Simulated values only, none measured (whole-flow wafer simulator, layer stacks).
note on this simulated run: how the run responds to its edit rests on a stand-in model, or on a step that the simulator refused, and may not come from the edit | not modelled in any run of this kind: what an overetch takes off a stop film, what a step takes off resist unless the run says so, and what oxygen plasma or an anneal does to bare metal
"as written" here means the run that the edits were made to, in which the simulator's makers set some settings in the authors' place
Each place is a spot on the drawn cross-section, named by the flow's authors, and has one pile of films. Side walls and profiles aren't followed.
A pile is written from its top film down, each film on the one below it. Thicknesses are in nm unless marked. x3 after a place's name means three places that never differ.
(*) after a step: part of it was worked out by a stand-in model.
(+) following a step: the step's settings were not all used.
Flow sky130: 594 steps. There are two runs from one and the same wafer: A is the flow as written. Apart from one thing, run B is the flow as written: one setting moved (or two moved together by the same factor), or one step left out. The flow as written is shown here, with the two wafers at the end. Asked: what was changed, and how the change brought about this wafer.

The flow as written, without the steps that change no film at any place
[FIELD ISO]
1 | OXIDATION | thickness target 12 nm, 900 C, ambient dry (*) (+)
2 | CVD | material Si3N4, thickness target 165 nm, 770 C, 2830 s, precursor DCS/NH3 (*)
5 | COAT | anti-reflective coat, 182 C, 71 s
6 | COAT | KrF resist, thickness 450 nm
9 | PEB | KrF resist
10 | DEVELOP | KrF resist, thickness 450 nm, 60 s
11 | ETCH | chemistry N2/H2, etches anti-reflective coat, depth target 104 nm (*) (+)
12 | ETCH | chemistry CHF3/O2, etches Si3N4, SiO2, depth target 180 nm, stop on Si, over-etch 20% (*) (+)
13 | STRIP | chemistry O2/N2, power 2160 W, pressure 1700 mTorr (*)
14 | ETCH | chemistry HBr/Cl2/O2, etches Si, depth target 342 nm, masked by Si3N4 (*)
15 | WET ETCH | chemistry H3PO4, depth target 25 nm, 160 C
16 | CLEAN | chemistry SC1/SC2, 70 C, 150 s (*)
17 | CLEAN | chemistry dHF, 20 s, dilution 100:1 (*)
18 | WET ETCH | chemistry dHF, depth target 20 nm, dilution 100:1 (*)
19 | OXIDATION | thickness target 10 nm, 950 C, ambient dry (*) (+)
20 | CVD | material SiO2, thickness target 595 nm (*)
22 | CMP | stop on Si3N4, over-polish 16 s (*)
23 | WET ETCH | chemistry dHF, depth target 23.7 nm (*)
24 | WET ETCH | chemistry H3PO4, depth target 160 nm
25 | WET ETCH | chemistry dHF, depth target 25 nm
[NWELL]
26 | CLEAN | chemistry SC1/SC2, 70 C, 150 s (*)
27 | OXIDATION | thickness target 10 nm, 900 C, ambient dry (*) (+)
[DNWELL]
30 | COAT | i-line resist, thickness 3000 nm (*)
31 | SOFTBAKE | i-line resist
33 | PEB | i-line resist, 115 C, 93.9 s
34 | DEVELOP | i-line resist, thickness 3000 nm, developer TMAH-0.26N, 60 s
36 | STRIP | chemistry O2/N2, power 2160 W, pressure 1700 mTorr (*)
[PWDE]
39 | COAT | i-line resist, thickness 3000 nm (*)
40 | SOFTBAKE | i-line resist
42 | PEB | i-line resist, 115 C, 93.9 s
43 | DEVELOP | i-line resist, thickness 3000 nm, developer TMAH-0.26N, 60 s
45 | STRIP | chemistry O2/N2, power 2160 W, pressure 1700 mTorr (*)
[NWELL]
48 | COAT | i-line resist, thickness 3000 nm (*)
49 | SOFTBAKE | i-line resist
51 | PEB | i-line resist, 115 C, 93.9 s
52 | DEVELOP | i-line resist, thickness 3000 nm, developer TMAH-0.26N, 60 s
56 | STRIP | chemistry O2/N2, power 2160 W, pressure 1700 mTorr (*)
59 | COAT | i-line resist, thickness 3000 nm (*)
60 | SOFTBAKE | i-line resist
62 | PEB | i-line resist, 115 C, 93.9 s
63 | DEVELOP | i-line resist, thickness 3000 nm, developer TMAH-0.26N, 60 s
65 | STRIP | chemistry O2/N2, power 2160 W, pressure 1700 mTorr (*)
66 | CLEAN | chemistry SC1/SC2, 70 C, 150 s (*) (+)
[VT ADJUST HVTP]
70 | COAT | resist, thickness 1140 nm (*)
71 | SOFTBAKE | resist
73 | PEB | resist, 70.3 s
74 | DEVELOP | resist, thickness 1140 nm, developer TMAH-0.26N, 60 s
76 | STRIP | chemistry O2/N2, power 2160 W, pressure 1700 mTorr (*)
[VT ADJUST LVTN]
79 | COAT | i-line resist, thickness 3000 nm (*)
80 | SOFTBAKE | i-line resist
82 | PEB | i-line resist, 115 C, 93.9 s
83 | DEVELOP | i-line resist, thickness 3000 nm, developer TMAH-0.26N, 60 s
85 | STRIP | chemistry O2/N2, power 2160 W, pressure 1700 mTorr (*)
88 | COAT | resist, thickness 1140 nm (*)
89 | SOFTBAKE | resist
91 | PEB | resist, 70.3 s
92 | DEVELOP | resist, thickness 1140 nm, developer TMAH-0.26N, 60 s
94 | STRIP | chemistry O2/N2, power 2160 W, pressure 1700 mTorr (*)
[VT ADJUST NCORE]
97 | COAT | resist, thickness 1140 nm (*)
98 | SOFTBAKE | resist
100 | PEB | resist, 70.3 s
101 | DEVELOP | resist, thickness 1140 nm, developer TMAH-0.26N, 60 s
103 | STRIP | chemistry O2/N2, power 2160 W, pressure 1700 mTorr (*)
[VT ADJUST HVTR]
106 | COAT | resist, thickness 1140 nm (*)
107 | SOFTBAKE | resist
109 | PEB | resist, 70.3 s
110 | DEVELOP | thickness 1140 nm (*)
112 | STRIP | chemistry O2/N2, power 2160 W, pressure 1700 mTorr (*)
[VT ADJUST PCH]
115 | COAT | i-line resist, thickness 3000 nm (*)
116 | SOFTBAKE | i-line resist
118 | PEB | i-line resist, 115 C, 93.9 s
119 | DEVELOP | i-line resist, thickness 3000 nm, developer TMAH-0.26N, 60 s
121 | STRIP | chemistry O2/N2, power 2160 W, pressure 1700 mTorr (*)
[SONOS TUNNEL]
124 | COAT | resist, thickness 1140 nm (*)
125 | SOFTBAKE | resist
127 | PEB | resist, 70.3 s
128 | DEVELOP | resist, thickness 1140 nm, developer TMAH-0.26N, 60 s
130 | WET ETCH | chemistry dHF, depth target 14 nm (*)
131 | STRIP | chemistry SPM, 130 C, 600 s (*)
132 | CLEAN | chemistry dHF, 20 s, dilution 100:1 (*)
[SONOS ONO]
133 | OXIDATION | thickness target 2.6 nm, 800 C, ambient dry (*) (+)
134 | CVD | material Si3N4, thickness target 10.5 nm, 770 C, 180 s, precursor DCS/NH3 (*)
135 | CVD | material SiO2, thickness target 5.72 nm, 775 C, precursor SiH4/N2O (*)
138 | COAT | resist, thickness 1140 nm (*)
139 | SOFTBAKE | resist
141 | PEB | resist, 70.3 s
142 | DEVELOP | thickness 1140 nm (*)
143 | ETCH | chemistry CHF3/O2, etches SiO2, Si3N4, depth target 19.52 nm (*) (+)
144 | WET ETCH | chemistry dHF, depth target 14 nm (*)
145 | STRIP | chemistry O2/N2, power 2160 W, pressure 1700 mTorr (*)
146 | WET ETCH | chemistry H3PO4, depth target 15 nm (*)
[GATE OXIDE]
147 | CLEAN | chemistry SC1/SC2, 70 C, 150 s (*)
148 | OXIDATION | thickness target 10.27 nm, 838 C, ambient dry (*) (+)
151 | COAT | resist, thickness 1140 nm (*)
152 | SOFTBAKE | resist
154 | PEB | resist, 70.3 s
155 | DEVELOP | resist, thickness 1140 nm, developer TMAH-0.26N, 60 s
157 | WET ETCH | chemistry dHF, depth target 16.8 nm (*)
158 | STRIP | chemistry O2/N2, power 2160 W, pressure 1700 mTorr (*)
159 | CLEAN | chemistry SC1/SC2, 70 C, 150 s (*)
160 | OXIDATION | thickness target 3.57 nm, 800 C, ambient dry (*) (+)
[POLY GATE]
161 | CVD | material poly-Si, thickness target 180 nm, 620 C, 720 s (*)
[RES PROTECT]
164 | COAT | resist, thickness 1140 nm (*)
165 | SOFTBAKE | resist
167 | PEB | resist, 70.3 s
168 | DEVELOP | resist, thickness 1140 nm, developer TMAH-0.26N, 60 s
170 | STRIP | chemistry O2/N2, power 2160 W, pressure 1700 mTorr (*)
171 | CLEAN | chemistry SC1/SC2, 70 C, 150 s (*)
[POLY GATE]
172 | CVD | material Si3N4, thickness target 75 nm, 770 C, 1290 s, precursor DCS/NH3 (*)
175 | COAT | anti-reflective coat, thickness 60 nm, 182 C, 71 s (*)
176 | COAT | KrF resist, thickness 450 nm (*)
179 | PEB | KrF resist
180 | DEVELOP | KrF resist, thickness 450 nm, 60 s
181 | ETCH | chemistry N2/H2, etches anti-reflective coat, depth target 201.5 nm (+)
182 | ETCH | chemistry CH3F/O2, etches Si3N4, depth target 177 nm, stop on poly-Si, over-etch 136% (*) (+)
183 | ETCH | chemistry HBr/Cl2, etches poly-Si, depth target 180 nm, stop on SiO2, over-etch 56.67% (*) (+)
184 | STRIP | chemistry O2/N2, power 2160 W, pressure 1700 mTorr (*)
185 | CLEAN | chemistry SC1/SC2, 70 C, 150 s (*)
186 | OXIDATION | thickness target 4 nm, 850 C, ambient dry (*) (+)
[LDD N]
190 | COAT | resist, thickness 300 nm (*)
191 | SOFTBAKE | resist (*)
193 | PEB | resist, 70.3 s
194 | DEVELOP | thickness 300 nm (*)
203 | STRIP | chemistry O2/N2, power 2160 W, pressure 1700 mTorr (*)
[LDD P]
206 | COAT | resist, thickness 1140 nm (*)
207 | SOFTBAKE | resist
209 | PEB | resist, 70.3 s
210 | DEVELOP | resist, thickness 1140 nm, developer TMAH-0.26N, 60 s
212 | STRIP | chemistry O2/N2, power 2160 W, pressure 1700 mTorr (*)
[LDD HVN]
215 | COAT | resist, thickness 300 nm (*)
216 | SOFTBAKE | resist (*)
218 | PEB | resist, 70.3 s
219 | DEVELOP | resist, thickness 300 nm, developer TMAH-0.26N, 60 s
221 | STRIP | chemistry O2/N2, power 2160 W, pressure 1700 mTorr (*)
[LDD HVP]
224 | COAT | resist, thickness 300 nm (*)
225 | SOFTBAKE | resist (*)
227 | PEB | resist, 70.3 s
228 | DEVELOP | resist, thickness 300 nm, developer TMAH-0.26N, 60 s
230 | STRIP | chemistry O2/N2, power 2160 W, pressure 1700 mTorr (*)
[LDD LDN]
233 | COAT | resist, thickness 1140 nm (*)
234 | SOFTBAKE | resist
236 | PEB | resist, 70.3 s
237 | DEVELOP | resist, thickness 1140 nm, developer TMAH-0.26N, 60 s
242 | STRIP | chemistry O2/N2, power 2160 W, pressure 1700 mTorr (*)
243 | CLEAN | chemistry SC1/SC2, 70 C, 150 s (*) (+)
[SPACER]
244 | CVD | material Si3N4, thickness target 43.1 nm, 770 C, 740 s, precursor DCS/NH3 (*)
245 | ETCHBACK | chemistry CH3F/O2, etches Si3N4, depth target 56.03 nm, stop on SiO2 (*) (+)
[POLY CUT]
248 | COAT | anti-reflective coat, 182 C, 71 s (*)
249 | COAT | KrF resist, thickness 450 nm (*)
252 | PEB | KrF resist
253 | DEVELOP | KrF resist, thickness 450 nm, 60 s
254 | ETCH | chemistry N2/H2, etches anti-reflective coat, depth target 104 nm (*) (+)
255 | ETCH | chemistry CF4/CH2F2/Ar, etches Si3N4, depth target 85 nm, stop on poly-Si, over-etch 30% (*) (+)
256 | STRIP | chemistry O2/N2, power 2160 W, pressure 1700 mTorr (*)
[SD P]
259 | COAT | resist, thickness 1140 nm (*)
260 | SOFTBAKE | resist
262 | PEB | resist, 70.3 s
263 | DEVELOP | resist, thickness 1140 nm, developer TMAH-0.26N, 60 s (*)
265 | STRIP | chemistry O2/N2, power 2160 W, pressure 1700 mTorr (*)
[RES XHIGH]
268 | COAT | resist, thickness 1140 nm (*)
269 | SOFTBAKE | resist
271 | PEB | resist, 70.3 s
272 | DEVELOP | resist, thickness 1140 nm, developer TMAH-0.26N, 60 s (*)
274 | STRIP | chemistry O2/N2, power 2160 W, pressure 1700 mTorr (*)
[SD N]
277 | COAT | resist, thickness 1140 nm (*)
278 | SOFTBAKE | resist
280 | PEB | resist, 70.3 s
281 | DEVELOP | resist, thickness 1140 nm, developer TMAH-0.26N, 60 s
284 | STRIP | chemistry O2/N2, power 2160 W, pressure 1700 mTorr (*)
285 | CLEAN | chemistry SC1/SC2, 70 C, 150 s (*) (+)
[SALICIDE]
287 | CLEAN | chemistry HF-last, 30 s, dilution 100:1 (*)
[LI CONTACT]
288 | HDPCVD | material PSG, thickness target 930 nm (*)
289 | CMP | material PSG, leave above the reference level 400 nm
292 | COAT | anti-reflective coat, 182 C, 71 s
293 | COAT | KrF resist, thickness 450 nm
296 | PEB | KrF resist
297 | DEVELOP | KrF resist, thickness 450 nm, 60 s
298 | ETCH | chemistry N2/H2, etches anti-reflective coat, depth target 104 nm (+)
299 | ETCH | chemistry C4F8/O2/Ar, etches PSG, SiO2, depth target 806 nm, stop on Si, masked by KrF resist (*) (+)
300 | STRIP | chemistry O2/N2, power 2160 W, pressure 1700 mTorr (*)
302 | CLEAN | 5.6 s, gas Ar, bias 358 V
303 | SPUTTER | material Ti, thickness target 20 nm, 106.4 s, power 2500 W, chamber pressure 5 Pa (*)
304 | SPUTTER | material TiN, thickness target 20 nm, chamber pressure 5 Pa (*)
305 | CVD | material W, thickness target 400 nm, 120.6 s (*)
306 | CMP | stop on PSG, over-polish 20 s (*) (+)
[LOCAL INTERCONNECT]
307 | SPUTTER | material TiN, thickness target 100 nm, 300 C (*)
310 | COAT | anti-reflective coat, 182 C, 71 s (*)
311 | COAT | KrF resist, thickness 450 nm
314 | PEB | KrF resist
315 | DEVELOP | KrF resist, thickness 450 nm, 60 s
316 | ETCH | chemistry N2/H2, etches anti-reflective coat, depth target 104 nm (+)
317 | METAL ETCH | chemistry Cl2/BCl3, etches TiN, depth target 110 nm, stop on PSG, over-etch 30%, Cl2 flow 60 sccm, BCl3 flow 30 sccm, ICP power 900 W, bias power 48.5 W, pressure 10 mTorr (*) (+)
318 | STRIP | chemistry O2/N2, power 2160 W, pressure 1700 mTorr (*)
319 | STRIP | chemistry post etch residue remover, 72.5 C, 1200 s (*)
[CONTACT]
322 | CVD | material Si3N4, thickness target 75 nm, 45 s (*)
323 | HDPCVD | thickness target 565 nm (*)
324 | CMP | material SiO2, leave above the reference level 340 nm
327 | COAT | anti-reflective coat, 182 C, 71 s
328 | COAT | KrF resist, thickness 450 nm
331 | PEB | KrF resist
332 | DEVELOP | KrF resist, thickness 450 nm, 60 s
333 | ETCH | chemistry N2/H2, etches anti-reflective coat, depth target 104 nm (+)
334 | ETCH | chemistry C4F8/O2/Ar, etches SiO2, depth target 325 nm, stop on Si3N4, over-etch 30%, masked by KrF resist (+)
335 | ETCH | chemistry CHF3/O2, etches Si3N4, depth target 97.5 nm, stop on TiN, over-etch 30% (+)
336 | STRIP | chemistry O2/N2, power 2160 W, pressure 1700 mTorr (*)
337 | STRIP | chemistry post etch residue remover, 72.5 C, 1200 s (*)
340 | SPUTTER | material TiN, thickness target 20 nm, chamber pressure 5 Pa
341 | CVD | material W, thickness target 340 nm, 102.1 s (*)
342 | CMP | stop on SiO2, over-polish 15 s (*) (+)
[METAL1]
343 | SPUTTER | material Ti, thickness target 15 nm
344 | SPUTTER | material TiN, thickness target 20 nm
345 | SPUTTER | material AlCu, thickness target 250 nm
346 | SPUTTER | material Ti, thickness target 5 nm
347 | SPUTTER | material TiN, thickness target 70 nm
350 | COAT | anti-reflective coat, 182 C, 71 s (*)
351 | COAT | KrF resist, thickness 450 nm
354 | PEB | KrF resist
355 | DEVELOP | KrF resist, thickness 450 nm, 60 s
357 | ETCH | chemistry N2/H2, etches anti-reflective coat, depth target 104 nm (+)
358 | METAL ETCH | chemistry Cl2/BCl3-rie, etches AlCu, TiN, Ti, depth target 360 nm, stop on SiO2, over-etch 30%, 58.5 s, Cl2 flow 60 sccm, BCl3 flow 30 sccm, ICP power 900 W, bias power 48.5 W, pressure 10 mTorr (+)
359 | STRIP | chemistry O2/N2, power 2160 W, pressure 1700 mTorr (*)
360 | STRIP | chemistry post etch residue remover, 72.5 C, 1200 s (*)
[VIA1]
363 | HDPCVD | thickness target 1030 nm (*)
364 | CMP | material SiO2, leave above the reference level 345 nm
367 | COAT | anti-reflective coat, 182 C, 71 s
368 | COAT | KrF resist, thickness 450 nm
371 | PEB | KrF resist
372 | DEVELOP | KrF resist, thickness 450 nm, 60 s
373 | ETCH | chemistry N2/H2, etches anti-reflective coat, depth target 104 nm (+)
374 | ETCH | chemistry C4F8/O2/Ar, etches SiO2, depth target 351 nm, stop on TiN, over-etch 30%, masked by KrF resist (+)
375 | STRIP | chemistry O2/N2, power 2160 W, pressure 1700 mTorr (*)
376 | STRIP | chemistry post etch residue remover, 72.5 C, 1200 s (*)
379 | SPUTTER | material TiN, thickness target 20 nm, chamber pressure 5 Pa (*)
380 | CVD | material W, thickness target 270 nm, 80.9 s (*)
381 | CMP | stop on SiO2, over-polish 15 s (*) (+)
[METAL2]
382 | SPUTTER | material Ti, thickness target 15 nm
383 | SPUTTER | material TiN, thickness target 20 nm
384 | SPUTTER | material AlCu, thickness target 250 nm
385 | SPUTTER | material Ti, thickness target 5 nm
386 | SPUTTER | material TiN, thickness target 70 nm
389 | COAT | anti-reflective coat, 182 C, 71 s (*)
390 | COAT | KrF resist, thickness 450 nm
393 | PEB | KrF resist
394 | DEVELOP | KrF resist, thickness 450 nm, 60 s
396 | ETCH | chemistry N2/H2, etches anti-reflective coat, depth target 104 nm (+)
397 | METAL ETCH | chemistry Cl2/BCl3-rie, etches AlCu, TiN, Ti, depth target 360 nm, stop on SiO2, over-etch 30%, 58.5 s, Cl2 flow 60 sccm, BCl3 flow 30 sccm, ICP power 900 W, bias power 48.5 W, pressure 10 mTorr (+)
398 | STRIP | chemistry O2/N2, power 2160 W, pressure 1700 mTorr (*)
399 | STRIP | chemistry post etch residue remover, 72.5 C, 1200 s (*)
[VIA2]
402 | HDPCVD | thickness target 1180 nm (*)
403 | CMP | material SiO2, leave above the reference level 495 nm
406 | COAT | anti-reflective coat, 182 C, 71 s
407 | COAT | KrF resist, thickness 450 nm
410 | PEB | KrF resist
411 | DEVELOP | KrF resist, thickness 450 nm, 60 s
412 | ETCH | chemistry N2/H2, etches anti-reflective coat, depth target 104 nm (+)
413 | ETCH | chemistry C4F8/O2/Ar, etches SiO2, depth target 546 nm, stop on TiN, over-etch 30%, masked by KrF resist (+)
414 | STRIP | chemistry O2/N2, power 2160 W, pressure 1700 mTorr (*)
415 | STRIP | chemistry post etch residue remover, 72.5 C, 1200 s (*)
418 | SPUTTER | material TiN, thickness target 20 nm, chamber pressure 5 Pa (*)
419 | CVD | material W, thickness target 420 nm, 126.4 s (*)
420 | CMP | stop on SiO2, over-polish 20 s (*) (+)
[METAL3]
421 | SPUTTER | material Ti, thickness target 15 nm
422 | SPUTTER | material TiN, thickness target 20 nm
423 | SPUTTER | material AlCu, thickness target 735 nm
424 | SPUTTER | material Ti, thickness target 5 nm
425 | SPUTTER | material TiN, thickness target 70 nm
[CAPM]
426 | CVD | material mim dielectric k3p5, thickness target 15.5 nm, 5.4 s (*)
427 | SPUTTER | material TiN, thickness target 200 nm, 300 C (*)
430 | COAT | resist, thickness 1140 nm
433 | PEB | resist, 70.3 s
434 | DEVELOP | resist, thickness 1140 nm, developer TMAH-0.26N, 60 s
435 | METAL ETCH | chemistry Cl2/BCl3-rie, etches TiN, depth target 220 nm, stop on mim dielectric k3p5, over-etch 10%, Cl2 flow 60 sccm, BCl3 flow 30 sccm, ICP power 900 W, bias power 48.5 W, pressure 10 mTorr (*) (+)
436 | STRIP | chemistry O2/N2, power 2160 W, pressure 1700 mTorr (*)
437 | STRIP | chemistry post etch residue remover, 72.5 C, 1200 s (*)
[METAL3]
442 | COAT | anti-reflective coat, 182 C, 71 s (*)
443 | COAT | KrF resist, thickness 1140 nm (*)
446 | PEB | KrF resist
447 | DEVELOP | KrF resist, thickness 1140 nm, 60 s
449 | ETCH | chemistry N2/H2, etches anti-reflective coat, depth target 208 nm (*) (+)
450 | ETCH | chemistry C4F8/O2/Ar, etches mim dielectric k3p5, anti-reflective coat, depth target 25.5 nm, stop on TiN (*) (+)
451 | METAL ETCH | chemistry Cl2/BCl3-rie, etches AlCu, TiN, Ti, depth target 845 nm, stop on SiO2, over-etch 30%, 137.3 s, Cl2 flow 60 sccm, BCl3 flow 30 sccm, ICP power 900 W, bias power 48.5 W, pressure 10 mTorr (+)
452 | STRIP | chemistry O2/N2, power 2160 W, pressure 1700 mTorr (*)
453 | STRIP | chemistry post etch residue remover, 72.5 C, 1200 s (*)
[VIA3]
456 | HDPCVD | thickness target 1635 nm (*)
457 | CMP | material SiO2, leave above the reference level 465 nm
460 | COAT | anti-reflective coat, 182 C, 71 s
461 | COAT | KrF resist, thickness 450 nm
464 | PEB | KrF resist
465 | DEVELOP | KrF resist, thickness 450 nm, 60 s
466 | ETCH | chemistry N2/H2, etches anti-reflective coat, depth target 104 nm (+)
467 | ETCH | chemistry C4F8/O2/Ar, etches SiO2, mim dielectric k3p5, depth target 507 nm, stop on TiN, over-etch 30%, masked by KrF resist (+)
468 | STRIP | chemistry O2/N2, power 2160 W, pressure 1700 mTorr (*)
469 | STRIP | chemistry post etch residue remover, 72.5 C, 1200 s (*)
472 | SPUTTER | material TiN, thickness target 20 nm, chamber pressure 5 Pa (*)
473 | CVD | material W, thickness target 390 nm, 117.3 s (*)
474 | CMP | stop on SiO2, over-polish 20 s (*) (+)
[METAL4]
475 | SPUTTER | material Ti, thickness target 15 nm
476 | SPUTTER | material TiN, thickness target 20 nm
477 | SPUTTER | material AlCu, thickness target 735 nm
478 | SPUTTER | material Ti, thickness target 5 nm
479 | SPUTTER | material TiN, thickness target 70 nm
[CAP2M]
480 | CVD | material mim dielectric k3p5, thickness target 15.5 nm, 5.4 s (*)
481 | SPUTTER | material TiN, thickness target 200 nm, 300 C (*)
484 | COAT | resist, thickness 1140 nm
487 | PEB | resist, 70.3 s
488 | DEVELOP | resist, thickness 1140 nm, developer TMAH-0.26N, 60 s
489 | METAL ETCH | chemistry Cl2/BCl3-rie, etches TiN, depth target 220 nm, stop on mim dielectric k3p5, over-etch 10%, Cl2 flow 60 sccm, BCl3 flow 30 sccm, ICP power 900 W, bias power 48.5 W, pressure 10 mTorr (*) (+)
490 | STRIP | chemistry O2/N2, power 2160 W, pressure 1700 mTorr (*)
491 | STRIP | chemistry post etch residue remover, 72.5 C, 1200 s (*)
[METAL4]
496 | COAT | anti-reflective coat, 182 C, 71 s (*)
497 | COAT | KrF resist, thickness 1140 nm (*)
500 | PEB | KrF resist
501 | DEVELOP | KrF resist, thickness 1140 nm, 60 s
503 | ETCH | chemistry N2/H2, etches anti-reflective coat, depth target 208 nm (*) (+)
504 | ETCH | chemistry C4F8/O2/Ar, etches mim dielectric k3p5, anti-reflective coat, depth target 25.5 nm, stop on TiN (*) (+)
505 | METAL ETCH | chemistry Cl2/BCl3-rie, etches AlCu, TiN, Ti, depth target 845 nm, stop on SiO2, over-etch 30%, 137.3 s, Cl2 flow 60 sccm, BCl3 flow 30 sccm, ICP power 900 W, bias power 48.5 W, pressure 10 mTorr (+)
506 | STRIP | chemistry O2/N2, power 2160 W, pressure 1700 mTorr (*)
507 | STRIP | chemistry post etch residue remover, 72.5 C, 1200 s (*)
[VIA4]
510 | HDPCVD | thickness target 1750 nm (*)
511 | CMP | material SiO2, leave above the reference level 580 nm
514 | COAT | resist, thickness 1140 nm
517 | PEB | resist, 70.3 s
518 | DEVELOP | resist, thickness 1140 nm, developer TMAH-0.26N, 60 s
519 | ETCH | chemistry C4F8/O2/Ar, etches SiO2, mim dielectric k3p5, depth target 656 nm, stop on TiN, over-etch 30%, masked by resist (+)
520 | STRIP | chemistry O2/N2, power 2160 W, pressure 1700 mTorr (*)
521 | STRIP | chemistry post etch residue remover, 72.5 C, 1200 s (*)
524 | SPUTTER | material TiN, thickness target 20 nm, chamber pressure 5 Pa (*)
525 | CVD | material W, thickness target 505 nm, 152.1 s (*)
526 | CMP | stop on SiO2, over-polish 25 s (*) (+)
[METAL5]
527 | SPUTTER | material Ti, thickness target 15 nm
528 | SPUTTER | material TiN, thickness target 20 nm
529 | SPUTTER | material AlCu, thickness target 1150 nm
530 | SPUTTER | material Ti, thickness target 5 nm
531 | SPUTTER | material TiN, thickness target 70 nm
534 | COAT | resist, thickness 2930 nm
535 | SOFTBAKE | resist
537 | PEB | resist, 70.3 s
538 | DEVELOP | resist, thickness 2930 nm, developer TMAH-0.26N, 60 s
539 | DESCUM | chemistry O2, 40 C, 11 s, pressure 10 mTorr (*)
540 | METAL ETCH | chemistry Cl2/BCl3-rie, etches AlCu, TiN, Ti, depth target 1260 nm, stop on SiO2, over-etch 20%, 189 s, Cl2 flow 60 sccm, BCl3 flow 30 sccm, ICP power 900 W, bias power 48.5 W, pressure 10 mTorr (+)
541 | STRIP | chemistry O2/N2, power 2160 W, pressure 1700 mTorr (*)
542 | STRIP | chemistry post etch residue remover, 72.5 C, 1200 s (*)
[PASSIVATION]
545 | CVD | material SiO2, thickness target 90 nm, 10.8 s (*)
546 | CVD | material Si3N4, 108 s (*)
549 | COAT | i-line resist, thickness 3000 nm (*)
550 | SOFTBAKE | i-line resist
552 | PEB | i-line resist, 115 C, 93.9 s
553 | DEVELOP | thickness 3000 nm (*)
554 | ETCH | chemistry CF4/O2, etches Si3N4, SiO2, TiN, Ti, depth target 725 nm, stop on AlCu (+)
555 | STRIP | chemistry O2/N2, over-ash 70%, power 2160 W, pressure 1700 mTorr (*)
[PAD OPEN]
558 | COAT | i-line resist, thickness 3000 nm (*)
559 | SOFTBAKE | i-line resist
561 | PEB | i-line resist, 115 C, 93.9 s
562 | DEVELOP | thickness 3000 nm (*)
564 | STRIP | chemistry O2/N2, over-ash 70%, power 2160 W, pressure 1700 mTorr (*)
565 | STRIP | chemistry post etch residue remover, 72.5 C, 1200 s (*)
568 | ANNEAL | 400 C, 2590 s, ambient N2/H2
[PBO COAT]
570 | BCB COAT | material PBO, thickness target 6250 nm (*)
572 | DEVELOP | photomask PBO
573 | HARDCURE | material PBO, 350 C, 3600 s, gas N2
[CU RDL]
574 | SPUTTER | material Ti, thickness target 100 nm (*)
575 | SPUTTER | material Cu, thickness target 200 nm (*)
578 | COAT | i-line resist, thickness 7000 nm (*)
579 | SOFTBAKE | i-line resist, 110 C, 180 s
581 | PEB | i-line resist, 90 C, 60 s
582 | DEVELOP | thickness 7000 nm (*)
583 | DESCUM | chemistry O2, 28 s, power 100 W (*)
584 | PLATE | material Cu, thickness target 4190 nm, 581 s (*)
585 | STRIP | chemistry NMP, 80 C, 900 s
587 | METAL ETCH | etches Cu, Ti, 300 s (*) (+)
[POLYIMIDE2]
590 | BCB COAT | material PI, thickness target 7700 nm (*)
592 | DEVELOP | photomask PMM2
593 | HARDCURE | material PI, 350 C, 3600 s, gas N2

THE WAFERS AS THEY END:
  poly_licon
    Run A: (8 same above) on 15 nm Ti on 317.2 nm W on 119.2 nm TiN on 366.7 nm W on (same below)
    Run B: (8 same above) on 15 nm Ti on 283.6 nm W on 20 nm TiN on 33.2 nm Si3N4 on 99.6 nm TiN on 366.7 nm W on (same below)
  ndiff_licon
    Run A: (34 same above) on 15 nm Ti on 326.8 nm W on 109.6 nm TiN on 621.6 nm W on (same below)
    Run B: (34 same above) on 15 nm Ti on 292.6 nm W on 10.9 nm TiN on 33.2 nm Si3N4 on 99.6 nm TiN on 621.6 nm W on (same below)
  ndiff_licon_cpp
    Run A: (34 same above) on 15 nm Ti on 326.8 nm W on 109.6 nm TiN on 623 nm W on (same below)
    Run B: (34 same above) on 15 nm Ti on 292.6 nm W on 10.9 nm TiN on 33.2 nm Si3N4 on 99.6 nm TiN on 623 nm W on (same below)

What caused this: step 335, ETCH: depth target 41.4 nm was run, whereas the flow has depth target 97.5 nm.

How this came from the change, step by step:
  335 | ETCH | chemistry CHF3/O2, etches Si3N4, depth target 97.5 nm, stop on TiN, over-etch 30% (+)
      poly_licon, ndiff_licon, ndiff_licon_cpp, rpo_hd_licon: A Si3N4 loses 75 (all of it) | B Si3N4 loses 41.4
      field, active, n_well and 184 more: A KrF resist loses 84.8 | B KrF resist loses 36
  336 | STRIP | chemistry O2/N2, power 2160 W, pressure 1700 mTorr (*)
      field, active, n_well and 184 more: A KrF resist loses 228 (all of it), anti-reflective coat loses 80 (all of it) | B KrF resist loses 276.8 (all of it), anti-reflective coat loses 80 (all of it)
  340 | SPUTTER | material TiN, thickness target 20 nm, chamber pressure 5 Pa
      ndiff_licon, ndiff_licon_cpp, rpo_hd_licon: A TiN gains 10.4 | B TiN gains 10.9 (new film)
      poly_licon: A TiN gains 20 | B TiN gains 20 (new film)
  341 | CVD | material W, thickness target 340 nm, 102.1 s (*)
      ndiff_licon, ndiff_licon_cpp, rpo_hd_licon: A W gains 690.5 (new film) | B W gains 656.3 (new film)
  342 | CMP | stop on SiO2, over-polish 15 s (*) (+)
      poly_licon: A W loses 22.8 | B W loses 56.4
If metal films that touch count as one body, poly_licon has 3 bodies (between them, from the top down: Si3N4 33.2; void 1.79); the flow as written gives 2 bodies (between them, from the top down: void 1.79).
If metal films that touch count as one body, ndiff_licon has 7 bodies (between them, from the top down: SiO2 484 / mim dielectric k3p5 15.5; SiO2 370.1 / mim dielectric k3p5 15.5; SiO2 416; SiO2 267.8; Si3N4 33.2; void 1.78); the flow as written gives 6 bodies (between them, from the top down: SiO2 484 / mim dielectric k3p5 15.5; SiO2 370.1 / mim dielectric k3p5 15.5; SiO2 416; SiO2 267.8; void 1.78).
If metal films that touch count as one body, ndiff_licon_cpp has 7 bodies (between them, from the top down: SiO2 484 / mim dielectric k3p5 15.5; SiO2 370.1 / mim dielectric k3p5 15.5; SiO2 416; SiO2 267.8; Si3N4 33.2; void 1.78); the flow as written gives 6 bodies (between them, from the top down: SiO2 484 / mim dielectric k3p5 15.5; SiO2 370.1 / mim dielectric k3p5 15.5; SiO2 416; SiO2 267.8; void 1.78).
